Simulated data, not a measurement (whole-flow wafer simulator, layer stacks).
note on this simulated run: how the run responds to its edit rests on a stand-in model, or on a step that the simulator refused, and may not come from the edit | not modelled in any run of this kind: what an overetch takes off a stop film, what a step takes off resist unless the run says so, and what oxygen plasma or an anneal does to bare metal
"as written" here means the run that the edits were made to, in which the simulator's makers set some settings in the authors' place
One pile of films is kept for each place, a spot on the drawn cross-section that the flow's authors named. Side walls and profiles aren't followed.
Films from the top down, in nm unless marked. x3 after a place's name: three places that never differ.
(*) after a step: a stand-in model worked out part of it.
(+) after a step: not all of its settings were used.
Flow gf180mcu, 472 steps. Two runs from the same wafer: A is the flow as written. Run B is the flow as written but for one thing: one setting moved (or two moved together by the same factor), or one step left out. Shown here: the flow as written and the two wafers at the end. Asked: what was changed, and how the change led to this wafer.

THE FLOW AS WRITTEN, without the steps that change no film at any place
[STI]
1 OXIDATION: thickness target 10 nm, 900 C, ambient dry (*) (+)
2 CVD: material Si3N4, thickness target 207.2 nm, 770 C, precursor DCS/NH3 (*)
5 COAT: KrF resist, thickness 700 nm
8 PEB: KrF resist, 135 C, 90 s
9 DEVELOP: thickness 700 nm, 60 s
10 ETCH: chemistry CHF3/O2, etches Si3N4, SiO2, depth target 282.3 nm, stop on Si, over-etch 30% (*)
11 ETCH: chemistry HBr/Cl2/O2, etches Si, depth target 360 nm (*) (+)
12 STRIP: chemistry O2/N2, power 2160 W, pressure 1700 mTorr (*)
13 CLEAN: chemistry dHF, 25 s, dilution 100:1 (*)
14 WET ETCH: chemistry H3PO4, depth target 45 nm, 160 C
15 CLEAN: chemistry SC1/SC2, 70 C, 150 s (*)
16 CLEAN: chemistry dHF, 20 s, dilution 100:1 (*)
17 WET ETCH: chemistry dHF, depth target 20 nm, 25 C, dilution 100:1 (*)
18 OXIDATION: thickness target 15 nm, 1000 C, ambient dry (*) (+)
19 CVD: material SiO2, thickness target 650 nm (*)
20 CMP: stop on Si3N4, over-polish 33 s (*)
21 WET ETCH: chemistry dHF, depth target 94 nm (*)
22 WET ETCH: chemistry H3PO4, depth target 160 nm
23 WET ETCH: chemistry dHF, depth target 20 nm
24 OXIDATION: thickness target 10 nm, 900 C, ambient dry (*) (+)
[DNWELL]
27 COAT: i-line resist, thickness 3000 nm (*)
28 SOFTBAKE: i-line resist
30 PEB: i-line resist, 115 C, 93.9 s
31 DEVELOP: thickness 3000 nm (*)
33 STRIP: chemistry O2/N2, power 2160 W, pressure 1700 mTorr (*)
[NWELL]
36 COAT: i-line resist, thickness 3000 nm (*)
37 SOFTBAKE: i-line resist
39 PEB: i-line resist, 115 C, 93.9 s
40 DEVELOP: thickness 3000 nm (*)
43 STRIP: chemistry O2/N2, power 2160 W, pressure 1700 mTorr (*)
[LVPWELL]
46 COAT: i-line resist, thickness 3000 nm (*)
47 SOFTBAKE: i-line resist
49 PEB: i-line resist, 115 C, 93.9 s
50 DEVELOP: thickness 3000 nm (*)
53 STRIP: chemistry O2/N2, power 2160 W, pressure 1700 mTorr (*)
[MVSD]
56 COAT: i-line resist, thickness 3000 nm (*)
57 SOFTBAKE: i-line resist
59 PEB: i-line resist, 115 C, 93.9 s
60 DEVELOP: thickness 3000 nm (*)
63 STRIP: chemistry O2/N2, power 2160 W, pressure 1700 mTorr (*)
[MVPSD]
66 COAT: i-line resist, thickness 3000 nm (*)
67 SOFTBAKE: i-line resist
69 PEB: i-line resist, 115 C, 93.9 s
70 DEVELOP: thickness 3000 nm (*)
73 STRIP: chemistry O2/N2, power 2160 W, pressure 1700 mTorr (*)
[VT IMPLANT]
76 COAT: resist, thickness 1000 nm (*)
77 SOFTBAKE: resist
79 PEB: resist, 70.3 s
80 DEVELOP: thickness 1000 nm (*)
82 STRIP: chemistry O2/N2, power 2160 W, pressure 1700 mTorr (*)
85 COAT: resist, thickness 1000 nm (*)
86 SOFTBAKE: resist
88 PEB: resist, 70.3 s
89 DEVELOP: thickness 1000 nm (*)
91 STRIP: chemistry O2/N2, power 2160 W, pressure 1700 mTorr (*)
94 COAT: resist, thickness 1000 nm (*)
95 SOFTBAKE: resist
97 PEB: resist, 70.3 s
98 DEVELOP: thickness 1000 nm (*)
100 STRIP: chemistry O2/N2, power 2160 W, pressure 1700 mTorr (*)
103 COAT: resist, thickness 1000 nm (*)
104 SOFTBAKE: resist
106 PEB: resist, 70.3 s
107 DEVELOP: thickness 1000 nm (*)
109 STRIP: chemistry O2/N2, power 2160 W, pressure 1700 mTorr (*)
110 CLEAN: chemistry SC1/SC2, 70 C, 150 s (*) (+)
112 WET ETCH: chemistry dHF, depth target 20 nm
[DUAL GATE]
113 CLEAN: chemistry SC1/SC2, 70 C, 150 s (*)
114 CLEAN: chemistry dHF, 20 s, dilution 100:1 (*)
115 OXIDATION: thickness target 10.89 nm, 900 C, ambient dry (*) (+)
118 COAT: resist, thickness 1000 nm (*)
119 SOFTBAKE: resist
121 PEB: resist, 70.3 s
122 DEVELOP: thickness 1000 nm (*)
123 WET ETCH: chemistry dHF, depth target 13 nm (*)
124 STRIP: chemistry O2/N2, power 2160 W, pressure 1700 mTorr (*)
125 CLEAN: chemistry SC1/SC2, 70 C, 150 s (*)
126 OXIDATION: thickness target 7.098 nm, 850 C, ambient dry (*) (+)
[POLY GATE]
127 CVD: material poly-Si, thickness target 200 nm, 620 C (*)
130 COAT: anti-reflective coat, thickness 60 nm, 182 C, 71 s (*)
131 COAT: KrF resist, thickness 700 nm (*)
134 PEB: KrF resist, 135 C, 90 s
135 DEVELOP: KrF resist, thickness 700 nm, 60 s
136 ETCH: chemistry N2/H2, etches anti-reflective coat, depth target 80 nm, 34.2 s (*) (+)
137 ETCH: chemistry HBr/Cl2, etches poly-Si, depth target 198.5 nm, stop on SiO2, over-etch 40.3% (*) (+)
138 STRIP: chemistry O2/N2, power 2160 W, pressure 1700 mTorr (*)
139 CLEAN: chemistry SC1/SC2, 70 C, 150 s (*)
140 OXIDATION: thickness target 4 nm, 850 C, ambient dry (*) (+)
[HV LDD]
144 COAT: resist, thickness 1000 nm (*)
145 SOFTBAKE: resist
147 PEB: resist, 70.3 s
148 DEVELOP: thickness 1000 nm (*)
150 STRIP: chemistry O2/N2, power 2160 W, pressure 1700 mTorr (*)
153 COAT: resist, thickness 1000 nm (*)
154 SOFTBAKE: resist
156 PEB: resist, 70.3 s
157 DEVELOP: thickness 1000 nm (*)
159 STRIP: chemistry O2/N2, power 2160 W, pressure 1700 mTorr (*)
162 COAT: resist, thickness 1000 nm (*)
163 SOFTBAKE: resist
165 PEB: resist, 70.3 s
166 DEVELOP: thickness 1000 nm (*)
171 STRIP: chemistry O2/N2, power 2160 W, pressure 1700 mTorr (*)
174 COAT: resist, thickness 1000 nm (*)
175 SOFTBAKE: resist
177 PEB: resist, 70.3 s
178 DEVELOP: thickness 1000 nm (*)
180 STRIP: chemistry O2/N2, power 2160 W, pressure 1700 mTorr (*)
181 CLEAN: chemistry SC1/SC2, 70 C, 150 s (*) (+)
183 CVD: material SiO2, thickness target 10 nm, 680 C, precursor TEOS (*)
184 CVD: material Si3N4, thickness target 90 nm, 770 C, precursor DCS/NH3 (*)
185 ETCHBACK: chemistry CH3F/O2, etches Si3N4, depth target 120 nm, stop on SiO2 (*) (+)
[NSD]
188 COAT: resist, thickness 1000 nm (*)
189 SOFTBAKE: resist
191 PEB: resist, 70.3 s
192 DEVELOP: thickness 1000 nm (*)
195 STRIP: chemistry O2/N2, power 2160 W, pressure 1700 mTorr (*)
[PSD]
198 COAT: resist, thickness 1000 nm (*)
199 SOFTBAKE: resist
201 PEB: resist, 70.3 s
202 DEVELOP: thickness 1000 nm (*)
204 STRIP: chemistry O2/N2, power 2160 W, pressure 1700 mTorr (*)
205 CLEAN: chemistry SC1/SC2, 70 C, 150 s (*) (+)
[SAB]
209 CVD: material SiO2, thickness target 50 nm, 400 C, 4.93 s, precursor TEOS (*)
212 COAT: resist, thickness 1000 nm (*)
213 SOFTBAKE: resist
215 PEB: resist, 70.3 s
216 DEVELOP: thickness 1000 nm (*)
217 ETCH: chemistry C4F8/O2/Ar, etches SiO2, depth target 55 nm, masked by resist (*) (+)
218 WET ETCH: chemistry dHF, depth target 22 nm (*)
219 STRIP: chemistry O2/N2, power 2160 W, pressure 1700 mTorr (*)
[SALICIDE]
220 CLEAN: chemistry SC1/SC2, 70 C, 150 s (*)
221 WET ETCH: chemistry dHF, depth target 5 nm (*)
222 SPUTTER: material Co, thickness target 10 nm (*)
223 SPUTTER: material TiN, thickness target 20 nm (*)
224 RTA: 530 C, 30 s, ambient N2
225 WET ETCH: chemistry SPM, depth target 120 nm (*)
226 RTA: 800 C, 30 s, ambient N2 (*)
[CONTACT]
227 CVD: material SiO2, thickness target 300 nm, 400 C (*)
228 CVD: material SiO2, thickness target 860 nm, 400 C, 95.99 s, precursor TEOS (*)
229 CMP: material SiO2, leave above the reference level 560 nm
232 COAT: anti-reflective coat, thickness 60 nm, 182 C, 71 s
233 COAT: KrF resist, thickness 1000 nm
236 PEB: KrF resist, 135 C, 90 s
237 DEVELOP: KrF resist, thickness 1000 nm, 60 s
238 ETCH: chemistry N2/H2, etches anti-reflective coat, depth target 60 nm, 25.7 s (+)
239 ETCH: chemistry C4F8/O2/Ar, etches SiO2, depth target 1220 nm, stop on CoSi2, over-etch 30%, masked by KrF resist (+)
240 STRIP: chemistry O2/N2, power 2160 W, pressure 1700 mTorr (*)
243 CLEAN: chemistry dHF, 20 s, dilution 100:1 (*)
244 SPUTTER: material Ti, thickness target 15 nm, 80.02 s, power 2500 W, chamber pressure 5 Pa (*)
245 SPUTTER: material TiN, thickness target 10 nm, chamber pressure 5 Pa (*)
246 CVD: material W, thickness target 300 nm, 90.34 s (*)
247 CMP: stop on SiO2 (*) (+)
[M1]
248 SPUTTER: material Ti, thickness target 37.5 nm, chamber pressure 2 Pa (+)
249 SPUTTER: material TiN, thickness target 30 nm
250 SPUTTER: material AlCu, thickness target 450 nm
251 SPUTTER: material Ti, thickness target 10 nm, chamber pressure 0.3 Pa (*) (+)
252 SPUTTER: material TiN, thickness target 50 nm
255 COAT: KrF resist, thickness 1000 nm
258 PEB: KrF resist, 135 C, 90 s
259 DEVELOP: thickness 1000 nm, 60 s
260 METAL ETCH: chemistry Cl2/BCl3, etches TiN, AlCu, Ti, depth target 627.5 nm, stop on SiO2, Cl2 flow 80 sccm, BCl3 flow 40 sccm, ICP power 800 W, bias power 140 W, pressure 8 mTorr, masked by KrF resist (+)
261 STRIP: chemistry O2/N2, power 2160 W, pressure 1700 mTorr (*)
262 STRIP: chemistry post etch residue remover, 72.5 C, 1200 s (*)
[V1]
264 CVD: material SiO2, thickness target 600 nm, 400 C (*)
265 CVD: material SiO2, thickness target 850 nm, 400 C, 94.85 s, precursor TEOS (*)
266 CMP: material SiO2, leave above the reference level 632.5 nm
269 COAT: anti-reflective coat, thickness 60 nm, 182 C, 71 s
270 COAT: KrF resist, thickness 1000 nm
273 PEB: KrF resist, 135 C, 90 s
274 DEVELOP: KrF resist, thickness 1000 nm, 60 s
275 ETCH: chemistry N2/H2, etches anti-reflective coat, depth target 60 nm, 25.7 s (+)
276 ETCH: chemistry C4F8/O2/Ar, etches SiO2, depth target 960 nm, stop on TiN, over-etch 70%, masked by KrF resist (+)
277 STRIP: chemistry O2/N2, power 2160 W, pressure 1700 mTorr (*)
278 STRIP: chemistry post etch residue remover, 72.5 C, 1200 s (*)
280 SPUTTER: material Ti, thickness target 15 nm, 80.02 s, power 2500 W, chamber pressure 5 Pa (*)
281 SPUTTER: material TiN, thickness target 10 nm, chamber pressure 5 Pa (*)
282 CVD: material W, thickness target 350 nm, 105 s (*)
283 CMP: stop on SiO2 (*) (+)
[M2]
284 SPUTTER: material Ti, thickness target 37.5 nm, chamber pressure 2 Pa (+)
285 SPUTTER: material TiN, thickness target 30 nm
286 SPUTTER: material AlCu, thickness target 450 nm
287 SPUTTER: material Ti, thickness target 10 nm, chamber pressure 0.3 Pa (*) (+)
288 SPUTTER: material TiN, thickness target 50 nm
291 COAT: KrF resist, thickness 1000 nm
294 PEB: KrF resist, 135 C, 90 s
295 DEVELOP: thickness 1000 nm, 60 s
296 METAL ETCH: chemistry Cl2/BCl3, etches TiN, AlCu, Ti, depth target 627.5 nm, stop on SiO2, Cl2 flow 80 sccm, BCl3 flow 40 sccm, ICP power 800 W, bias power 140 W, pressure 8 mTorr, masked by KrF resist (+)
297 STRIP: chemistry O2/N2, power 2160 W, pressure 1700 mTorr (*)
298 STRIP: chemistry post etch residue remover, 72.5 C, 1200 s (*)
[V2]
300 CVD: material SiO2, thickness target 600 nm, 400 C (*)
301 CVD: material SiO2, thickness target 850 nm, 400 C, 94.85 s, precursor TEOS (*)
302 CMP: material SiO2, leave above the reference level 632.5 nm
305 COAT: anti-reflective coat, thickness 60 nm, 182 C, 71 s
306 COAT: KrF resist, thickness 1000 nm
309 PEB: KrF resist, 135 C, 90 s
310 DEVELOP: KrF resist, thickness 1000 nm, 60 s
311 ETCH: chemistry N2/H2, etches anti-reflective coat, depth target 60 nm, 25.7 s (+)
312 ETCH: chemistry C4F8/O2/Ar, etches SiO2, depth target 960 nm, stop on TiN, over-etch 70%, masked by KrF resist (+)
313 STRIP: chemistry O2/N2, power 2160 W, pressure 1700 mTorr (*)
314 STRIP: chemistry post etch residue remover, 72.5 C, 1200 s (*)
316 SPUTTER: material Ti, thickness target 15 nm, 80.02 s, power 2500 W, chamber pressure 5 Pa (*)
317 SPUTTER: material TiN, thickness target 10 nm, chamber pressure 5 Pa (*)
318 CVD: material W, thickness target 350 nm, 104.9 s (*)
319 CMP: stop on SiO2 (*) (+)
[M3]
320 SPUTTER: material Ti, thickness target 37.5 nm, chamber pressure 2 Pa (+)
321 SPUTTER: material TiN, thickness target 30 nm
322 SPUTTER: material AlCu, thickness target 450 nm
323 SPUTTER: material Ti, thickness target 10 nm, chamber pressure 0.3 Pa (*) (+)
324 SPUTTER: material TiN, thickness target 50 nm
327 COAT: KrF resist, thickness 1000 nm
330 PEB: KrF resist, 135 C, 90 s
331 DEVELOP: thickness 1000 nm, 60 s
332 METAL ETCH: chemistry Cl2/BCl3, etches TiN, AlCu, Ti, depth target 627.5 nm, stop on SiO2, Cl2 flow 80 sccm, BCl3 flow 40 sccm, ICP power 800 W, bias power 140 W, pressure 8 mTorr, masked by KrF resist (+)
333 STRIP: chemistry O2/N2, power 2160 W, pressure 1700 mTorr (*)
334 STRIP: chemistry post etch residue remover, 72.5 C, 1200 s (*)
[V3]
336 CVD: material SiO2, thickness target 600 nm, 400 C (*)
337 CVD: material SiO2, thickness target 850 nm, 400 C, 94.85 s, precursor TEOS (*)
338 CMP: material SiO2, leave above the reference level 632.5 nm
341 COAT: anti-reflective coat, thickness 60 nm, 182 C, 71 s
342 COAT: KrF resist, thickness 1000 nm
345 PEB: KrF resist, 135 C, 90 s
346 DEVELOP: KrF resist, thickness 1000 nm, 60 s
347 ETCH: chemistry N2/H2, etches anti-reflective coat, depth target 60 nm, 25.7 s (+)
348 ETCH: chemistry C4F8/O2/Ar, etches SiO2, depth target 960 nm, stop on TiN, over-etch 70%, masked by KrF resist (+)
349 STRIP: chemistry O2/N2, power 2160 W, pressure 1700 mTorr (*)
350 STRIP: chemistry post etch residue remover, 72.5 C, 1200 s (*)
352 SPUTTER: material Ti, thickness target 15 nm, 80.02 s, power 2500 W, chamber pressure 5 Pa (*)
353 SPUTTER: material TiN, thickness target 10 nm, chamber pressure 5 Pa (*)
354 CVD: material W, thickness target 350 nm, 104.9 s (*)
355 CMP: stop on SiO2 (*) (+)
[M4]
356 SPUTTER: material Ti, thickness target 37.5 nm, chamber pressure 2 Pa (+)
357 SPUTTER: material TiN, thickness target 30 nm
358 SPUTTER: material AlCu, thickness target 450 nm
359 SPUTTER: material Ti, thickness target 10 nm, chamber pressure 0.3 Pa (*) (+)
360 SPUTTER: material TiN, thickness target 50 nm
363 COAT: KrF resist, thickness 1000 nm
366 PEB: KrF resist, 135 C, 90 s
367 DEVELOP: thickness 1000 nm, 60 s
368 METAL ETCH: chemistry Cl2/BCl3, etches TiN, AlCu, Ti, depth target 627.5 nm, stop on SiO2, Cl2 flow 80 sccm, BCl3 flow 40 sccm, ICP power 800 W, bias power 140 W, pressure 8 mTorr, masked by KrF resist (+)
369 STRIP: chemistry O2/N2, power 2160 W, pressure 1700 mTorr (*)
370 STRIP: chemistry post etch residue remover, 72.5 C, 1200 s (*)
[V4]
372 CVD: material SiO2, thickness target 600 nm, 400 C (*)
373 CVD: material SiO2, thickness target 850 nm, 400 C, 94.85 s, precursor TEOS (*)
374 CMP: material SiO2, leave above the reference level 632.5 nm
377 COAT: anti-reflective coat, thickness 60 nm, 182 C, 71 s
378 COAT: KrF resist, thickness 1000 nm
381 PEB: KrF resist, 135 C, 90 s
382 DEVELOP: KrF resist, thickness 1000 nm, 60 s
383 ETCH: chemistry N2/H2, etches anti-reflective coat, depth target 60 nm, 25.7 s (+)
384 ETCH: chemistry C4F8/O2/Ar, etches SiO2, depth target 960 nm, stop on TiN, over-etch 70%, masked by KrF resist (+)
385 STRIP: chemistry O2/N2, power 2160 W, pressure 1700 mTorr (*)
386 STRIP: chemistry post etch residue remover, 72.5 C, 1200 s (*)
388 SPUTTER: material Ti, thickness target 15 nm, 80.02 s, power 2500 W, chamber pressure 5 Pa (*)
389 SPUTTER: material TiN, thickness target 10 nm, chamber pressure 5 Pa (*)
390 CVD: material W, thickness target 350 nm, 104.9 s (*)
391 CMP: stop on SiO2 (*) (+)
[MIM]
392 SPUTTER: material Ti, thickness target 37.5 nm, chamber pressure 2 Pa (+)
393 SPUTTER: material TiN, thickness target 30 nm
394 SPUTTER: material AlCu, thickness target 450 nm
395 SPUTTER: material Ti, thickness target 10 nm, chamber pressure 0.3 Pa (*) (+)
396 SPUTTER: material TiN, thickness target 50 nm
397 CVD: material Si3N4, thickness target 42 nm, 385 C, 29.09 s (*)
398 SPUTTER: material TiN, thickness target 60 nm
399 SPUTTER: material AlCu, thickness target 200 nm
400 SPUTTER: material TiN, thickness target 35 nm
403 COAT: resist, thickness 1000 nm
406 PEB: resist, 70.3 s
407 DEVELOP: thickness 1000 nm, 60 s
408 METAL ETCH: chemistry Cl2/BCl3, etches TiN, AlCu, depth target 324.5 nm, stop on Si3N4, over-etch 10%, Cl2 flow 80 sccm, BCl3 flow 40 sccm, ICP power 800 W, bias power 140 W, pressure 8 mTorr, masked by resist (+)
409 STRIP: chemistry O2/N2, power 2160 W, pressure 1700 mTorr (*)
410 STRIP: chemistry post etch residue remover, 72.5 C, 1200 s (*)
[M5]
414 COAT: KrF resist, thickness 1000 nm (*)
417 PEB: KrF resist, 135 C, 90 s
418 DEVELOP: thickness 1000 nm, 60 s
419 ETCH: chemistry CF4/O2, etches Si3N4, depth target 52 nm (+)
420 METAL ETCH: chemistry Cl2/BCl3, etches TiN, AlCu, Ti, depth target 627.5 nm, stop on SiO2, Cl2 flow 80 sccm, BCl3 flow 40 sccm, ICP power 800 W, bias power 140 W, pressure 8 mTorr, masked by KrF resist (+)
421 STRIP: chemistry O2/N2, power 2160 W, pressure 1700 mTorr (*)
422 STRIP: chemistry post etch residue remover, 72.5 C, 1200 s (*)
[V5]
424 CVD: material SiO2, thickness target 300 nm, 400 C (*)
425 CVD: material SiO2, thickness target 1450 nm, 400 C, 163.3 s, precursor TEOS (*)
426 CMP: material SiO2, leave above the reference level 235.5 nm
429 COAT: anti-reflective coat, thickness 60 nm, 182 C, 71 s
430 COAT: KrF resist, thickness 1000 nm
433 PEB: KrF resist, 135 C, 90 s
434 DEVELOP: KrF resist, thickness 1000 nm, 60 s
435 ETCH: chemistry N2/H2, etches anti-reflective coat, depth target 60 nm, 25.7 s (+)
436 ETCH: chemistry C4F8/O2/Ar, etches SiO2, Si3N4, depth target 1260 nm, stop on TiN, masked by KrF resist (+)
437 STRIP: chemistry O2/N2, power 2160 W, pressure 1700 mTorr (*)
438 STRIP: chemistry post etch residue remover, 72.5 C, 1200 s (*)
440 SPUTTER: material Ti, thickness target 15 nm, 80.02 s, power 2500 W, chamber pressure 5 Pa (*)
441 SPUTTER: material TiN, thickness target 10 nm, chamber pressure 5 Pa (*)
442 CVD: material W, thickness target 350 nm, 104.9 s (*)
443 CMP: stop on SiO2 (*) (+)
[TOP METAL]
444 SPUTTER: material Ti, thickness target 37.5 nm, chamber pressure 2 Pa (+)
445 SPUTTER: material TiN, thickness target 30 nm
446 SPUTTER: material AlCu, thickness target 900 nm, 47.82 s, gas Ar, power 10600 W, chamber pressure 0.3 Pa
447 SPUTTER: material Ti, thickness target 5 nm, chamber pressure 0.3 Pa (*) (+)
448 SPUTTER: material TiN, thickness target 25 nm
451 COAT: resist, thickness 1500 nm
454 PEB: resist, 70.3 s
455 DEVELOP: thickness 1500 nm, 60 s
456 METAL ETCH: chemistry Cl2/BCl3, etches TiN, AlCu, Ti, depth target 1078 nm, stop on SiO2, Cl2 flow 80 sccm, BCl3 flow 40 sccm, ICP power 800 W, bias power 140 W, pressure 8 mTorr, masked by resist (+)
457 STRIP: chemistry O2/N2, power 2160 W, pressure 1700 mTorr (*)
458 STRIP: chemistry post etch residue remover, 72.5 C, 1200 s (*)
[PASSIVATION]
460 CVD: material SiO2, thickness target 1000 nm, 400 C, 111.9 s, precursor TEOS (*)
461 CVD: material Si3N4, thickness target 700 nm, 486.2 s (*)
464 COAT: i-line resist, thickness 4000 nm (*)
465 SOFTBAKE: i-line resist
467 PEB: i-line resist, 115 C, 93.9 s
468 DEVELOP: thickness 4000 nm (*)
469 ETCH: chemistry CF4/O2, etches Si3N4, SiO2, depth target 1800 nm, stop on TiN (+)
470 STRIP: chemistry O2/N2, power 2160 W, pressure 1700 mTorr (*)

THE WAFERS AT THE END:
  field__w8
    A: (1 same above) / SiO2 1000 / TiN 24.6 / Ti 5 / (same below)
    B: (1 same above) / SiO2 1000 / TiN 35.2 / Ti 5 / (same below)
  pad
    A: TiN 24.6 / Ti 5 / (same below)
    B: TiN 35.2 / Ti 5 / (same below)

The cause: step 448, SPUTTER: thickness target 35.6 nm was run, where the flow has thickness target 25 nm.

How the change led to this, step by step:
  448 SPUTTER: material TiN, thickness target 25 nm
      field, field__w1, field__w2 and 109 more: A TiN +25 (new film) | B TiN +35.6 (new film)
  456 METAL ETCH: chemistry Cl2/BCl3, etches TiN, AlCu, Ti, depth target 1078 nm, stop on SiO2, Cl2 flow 80 sccm, BCl3 flow 40 sccm, ICP power 800 W, bias power 140 W, pressure 8 mTorr, masked by resist (+)
      field, field__w1, field__w2 and 103 more: A TiN -25 (all of it), Ti -5 (all of it), AlCu -900 (all of it), TiN -30 (all of it), Ti -37.5 (all of it) | B TiN -35.6 (all of it), Ti -5 (all of it), AlCu -900 (all of it), TiN -30 (all of it), Ti -37.5 (all of it)
  465 SOFTBAKE: i-line resist
      gate: A i-line resist +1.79 | B i-line resist -0.28
      field__w11, field__w13: A i-line resist +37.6 | B i-line resist +31.5
      (and at 57 more places)
